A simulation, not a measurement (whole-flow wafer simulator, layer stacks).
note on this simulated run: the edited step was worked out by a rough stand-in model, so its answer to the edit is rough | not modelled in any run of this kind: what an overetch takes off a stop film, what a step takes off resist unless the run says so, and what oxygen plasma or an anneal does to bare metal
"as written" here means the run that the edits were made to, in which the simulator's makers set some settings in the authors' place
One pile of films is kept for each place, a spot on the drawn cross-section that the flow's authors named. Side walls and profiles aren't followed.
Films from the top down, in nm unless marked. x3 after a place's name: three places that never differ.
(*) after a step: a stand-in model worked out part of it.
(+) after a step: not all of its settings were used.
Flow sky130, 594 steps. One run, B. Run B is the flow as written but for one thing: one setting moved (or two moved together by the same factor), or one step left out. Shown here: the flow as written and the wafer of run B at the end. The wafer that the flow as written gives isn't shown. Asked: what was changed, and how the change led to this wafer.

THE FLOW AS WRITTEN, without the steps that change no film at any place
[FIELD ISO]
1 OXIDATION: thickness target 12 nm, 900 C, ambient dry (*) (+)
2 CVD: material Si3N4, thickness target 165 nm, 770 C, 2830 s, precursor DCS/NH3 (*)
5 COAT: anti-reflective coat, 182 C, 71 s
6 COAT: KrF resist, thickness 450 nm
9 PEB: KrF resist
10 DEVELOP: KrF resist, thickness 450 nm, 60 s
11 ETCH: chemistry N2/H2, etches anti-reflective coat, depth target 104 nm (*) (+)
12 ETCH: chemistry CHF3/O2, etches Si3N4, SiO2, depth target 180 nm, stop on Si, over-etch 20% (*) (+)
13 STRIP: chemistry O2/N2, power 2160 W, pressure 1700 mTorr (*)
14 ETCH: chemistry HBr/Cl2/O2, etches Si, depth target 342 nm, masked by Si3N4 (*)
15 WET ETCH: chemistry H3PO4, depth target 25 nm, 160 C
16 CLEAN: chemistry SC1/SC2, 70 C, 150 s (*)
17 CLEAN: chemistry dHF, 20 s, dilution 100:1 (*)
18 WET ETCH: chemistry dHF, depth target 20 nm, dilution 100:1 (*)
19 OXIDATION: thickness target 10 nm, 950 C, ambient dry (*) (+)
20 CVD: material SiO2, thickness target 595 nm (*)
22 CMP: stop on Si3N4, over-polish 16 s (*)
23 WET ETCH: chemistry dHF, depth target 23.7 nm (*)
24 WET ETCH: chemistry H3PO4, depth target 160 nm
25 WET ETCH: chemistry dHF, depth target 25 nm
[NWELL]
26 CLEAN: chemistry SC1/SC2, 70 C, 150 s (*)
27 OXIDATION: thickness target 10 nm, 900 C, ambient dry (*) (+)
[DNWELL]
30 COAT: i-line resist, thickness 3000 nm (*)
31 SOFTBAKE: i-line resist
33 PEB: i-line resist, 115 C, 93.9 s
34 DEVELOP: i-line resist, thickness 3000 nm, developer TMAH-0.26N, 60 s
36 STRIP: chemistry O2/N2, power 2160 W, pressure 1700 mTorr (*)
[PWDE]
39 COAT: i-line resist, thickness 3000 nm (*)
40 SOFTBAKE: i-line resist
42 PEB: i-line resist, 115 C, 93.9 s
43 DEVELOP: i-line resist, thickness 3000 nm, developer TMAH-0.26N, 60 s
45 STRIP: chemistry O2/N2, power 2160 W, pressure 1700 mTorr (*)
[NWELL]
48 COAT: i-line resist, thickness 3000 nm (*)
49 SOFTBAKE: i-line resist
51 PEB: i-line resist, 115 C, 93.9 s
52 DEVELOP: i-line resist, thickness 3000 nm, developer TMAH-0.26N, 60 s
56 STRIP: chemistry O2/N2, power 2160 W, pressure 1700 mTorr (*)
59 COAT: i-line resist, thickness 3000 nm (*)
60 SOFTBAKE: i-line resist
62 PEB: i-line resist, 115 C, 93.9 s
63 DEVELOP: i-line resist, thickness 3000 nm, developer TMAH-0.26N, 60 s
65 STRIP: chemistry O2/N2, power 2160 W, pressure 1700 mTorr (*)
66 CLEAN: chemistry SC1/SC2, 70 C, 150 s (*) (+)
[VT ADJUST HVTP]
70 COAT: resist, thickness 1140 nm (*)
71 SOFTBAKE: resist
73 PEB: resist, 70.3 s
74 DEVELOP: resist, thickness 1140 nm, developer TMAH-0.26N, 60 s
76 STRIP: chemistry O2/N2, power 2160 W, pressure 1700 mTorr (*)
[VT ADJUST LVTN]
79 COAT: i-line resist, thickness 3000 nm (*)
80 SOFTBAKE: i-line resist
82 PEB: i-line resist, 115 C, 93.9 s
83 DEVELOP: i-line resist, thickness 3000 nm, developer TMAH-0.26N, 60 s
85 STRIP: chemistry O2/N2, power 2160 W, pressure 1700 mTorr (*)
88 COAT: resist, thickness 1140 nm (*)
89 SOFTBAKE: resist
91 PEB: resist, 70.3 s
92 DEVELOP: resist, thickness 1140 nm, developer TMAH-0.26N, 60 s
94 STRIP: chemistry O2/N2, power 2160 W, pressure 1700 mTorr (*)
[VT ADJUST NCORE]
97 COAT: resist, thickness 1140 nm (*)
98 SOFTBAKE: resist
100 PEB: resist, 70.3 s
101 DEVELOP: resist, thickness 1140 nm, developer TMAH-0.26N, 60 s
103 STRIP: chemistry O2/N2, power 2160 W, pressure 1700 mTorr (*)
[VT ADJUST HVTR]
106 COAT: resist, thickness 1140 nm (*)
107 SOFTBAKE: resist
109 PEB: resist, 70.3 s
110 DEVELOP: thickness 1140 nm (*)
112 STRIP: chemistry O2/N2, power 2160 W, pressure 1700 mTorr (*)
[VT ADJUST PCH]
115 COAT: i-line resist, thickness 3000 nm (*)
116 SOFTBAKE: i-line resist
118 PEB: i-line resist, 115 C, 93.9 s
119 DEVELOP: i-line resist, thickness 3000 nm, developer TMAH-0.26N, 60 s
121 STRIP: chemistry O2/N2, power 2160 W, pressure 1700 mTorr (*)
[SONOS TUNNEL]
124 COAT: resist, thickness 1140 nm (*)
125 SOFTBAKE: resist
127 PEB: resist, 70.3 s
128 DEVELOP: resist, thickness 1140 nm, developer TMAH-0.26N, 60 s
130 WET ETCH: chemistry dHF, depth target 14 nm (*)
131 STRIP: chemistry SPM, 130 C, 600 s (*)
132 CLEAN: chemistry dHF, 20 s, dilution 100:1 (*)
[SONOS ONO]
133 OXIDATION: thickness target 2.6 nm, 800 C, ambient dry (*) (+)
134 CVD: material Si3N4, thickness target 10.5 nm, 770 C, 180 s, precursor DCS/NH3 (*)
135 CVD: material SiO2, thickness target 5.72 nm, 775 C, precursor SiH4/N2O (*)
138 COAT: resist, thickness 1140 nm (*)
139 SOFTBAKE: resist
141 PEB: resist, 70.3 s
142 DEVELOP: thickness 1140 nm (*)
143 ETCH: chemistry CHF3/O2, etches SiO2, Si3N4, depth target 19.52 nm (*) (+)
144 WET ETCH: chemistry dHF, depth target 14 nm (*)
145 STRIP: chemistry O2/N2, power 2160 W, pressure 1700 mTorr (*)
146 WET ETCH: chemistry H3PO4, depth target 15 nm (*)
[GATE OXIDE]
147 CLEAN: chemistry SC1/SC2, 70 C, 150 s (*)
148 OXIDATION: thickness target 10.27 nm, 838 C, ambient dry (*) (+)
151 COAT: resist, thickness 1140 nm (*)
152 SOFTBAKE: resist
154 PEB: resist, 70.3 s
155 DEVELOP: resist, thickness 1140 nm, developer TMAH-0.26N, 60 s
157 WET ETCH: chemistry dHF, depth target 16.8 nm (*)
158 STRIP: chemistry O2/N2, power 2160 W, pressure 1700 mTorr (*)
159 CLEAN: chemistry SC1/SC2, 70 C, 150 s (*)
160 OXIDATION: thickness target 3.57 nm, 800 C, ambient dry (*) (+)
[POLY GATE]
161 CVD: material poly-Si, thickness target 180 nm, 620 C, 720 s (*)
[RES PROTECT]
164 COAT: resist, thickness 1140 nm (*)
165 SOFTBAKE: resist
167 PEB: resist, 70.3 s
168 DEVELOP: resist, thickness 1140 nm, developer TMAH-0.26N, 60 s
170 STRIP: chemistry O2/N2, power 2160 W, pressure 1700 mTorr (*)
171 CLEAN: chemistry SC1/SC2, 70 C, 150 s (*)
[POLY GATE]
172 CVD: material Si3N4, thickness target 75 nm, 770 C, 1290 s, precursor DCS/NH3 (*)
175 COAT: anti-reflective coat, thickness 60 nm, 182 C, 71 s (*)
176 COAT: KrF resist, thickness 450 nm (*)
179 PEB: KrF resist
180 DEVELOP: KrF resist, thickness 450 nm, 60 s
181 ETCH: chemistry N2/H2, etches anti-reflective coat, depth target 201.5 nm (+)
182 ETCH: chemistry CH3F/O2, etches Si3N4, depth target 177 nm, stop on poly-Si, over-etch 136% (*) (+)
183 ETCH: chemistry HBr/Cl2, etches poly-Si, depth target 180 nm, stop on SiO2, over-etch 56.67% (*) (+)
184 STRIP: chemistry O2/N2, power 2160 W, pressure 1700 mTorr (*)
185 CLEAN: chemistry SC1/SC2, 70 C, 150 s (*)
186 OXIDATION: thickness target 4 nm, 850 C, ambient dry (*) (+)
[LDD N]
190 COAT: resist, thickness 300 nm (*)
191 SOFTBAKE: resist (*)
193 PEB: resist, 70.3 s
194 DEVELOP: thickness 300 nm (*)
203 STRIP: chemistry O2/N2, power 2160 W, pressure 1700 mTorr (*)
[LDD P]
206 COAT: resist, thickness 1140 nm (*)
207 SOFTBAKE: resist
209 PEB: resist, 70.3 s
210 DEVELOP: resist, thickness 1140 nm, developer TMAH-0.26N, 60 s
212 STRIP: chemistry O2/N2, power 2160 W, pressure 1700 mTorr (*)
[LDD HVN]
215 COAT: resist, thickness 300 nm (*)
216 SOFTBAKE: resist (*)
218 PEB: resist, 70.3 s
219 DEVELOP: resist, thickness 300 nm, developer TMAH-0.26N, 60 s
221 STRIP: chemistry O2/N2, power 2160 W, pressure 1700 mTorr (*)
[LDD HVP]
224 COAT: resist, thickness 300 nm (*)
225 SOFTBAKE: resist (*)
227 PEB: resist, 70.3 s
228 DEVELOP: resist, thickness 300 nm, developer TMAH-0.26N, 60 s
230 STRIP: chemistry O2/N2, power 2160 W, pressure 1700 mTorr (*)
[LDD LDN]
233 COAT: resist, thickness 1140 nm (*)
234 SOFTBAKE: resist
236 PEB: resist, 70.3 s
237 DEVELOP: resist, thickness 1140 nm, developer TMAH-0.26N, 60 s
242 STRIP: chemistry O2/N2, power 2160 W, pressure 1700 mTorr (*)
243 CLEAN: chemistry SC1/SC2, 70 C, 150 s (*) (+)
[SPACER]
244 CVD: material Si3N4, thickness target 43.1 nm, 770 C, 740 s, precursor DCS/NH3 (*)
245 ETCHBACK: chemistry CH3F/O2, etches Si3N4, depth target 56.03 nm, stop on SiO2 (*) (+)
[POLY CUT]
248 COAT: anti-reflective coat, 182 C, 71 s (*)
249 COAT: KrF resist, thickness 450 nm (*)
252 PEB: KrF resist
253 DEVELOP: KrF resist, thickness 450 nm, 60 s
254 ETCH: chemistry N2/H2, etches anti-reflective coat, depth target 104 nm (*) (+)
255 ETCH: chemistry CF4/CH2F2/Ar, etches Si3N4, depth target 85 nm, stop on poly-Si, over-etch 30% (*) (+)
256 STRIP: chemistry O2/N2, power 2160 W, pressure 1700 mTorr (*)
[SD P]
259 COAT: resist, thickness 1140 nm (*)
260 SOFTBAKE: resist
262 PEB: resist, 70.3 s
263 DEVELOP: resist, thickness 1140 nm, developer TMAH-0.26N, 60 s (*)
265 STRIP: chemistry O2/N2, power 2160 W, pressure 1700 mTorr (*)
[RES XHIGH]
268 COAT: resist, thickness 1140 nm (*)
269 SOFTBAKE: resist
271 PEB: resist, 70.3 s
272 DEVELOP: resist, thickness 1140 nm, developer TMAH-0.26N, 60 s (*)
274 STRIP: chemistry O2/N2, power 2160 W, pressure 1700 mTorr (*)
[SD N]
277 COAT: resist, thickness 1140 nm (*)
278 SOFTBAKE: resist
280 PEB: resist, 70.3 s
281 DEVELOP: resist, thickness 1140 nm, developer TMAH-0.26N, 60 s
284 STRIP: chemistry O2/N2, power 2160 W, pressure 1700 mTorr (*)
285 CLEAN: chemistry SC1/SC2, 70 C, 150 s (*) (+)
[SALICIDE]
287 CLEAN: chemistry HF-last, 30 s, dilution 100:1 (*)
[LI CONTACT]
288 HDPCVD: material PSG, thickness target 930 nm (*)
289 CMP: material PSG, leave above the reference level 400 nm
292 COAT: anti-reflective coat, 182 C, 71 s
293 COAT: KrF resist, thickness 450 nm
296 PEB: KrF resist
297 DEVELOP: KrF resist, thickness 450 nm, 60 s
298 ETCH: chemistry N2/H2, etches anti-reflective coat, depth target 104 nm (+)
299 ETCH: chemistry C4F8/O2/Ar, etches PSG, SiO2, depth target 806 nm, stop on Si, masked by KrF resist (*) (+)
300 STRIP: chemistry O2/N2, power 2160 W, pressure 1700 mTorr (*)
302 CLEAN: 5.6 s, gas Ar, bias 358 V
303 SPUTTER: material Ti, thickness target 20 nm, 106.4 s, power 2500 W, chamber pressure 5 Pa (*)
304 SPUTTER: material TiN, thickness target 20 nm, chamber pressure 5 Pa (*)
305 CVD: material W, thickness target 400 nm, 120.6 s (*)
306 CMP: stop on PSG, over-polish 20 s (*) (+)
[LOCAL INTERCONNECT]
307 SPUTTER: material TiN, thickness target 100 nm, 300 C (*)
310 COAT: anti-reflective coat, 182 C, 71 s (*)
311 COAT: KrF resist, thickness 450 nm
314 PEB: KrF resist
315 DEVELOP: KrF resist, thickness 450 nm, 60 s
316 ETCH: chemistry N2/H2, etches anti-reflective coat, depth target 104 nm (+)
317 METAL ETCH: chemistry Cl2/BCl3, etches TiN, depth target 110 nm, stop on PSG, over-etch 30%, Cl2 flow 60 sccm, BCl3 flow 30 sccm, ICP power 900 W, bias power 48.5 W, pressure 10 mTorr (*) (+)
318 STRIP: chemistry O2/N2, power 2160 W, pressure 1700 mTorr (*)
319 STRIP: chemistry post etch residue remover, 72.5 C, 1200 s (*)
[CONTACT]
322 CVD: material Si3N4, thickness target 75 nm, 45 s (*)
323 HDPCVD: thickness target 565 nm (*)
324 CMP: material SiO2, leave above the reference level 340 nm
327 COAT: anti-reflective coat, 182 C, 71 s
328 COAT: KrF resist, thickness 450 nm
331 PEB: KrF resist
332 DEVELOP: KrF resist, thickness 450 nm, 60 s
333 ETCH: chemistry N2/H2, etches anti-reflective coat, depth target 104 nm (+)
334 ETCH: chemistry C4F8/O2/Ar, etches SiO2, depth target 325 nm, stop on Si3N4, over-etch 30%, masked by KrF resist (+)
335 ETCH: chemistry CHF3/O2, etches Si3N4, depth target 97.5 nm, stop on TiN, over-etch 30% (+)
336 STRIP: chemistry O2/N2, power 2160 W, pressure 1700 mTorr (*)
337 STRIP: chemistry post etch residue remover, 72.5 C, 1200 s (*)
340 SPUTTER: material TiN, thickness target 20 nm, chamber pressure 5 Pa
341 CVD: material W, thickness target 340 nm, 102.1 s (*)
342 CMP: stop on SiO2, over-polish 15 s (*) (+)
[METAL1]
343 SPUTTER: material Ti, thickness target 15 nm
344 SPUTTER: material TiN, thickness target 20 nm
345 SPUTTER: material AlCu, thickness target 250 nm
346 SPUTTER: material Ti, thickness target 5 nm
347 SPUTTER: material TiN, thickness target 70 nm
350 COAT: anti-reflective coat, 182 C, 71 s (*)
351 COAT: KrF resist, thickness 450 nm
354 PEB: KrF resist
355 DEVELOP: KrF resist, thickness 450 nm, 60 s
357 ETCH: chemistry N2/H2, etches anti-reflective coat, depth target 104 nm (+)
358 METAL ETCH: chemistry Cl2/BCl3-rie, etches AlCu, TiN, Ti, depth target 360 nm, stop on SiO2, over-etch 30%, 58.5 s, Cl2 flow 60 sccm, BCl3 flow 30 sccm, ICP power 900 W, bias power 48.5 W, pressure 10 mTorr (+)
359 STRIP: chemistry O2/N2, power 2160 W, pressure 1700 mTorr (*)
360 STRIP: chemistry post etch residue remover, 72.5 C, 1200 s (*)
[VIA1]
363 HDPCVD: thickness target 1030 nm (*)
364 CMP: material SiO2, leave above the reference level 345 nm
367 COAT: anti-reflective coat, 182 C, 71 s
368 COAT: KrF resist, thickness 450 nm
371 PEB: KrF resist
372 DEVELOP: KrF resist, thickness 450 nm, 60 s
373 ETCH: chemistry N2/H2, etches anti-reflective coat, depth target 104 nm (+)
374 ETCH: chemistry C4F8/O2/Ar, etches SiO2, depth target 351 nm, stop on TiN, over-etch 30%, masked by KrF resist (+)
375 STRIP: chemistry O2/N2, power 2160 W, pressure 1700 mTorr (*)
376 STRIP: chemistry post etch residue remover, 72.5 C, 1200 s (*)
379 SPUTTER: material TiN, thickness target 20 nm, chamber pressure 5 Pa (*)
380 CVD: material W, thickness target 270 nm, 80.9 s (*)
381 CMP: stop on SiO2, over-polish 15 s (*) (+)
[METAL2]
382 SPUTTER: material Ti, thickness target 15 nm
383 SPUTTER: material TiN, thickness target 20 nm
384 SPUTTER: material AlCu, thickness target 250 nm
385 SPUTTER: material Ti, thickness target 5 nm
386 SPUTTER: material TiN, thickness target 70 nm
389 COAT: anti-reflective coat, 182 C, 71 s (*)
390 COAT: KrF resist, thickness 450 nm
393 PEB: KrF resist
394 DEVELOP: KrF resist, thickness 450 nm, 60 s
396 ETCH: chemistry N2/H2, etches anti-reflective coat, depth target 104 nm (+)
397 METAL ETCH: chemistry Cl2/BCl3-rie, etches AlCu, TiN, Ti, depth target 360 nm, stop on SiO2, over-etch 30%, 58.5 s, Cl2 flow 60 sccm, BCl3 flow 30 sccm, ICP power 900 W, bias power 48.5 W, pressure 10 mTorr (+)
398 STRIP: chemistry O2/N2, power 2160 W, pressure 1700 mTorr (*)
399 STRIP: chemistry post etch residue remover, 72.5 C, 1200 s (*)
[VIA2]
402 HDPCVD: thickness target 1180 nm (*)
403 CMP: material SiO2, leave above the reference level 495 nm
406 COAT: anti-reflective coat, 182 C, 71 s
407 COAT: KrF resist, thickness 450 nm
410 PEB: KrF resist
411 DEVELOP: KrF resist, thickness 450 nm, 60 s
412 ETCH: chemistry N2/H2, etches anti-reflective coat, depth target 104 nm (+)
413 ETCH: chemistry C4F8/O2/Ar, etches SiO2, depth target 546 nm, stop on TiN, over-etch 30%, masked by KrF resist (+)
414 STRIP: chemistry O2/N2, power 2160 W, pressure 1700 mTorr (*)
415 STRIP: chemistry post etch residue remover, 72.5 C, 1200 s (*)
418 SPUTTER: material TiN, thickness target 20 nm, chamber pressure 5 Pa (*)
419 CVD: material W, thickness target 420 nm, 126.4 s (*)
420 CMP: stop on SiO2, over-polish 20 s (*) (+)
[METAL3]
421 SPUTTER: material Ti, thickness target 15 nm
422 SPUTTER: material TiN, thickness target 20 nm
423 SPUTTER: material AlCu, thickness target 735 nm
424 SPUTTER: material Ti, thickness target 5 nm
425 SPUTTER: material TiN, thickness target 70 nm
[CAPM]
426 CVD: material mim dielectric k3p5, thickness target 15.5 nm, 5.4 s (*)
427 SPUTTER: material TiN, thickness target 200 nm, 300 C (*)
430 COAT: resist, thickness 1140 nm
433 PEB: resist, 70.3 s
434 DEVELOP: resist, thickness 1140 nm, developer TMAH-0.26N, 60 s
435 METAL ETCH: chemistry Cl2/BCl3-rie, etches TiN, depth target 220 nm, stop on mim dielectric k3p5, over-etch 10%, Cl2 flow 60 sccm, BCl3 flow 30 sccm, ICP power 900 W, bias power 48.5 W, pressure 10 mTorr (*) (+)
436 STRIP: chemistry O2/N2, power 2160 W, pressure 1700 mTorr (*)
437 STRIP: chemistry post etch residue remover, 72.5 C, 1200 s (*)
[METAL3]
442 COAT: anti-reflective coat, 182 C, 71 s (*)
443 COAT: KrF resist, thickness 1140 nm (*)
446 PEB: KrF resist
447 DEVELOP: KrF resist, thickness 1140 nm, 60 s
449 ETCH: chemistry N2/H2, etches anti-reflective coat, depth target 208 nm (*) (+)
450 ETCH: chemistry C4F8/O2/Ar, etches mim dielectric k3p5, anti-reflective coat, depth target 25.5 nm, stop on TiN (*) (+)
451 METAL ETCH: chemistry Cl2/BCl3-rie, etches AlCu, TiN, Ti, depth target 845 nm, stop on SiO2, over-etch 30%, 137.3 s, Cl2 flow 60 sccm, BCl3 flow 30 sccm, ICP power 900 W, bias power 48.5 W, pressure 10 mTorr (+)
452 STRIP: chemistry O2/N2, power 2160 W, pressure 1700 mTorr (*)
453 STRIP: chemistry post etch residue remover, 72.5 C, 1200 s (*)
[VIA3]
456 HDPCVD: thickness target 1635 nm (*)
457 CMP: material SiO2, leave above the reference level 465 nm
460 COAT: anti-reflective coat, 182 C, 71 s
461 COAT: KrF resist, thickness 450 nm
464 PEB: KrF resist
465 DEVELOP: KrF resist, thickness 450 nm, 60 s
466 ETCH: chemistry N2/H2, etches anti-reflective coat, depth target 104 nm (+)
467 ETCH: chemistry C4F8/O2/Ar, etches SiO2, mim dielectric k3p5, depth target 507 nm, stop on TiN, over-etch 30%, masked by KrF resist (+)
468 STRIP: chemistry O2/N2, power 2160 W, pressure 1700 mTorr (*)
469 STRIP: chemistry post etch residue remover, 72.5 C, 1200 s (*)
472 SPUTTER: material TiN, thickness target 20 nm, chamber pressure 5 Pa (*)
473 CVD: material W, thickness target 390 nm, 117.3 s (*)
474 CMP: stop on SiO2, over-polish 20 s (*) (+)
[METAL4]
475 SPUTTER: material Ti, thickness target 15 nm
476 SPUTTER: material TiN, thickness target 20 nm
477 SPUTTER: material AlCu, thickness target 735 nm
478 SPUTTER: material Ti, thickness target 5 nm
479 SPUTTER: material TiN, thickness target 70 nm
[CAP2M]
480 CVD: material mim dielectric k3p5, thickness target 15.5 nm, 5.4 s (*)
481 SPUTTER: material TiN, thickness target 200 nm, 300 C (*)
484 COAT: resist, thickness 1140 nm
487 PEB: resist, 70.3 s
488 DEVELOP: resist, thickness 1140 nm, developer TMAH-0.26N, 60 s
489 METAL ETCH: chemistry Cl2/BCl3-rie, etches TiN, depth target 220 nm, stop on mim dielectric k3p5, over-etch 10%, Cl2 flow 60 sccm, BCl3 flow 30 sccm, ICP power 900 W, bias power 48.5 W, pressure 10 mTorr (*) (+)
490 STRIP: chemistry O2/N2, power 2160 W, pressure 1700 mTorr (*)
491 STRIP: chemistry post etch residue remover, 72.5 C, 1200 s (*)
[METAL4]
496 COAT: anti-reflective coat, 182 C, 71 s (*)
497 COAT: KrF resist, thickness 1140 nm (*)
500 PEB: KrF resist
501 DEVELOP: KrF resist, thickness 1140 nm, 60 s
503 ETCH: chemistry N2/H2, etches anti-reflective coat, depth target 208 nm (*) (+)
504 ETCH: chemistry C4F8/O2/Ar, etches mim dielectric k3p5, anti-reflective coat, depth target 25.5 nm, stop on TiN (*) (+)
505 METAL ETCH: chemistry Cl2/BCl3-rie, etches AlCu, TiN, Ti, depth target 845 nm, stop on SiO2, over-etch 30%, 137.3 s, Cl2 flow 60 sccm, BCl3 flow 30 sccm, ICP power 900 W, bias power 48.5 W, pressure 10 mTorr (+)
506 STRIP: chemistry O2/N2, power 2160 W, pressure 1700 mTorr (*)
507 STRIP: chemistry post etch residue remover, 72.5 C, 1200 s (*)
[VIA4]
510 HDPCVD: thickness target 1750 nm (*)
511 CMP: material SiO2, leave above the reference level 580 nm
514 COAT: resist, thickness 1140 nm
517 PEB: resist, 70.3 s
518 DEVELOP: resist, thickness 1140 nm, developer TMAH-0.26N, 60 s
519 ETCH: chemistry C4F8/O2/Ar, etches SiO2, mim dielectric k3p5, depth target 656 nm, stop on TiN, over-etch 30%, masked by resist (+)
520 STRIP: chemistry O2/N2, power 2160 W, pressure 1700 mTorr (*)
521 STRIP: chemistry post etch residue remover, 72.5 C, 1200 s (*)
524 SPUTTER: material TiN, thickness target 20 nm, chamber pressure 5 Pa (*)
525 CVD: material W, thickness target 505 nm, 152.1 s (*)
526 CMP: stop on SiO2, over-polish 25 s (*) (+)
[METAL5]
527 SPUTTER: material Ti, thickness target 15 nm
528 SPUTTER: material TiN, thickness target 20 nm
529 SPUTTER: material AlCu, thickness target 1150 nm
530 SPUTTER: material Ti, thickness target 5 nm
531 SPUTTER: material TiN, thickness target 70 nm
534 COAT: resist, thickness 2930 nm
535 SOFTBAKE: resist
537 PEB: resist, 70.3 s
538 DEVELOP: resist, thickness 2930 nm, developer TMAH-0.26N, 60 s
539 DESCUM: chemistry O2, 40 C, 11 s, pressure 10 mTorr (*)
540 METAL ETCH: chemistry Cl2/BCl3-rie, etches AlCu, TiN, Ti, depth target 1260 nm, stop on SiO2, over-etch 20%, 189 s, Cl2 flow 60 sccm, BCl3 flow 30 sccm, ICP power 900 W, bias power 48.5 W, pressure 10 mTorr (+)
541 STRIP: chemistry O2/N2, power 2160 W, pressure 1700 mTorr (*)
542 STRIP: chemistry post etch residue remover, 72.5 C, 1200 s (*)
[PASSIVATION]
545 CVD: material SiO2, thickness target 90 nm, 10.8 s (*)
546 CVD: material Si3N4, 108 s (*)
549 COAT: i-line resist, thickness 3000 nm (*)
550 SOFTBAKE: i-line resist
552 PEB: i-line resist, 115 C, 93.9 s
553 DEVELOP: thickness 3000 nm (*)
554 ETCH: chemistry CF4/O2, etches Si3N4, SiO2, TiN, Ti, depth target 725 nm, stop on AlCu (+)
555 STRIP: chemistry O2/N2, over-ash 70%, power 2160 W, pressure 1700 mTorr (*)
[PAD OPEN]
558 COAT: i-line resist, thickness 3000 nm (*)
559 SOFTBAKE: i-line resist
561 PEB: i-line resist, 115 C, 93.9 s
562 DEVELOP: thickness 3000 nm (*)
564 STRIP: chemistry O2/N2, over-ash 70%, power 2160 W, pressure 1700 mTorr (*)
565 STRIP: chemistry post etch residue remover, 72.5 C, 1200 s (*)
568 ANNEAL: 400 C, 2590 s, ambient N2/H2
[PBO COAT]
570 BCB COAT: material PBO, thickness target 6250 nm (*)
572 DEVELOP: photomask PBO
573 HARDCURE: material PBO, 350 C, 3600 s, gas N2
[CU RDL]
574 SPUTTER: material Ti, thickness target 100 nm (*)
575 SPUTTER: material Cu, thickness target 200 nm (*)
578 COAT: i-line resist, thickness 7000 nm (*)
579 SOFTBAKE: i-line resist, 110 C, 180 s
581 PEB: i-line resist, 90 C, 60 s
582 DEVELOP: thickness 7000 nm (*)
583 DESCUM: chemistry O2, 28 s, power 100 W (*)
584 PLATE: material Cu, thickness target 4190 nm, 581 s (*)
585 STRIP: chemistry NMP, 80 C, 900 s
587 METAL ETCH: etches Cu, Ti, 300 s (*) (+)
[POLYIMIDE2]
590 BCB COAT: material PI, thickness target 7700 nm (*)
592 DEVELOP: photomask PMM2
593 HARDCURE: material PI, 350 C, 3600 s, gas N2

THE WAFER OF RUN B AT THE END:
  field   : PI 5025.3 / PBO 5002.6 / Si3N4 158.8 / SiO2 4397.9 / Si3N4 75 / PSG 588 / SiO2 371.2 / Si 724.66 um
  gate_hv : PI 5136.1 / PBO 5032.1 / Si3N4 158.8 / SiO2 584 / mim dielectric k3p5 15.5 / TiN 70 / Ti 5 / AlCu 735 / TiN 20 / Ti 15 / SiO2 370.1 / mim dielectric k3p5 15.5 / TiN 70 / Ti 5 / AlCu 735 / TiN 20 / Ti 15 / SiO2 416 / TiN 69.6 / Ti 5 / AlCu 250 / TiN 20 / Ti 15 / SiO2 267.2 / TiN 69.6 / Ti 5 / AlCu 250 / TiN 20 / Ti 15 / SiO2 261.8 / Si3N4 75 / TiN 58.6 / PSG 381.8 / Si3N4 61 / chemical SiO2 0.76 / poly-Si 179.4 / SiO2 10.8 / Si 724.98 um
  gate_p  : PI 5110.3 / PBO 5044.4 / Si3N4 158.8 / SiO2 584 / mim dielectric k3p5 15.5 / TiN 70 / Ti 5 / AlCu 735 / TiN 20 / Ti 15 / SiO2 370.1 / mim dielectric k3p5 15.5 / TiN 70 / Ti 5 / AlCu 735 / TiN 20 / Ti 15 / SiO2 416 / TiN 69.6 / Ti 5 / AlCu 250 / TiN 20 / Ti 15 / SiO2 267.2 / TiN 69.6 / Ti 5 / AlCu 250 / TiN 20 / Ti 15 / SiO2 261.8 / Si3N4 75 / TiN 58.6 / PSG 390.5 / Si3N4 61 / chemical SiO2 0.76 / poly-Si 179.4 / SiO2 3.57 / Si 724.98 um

The cause: step 307, SPUTTER: thickness target 59 nm was run, where the flow has thickness target 100 nm.

How the change led to this, step by step:
  307 SPUTTER: material TiN, thickness target 100 nm, 300 C (*)
      field, active, n_well and 188 more: TiN +59 (new film) (as written it would be: TiN +100 (new film))
  317 METAL ETCH: chemistry Cl2/BCl3, etches TiN, depth target 110 nm, stop on PSG, over-etch 30%, Cl2 flow 60 sccm, BCl3 flow 30 sccm, ICP power 900 W, bias power 48.5 W, pressure 10 mTorr (*) (+)
      n_well, p_well, gate_hv and 97 more: KrF resist -30 (as written it would be: KrF resist -44)
      field, active, gate and 88 more: TiN -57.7 (all of it) (as written it would be: TiN -98.7 (all of it))
  318 STRIP: chemistry O2/N2, power 2160 W, pressure 1700 mTorr (*)
      n_well, p_well, gate_hv and 92 more: KrF resist -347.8 (all of it), anti-reflective coat -80 (all of it) (as written it would be: KrF resist -333.8 (all of it), anti-reflective coat -80 (all of it))
      poly_licon, ndiff_licon, ndiff_licon_cpp, rpo_hd_licon: KrF resist -347.9 (all of it), anti-reflective coat -80.5 (all of it) (as written it would be: KrF resist -333.9 (all of it), anti-reflective coat -80.5 (all of it))
      (and at 1 more place)
  324 CMP: material SiO2, leave above the reference level 340 nm
      field, active, gate and 88 more: SiO2 -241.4 (as written it would be: SiO2 -200.4)
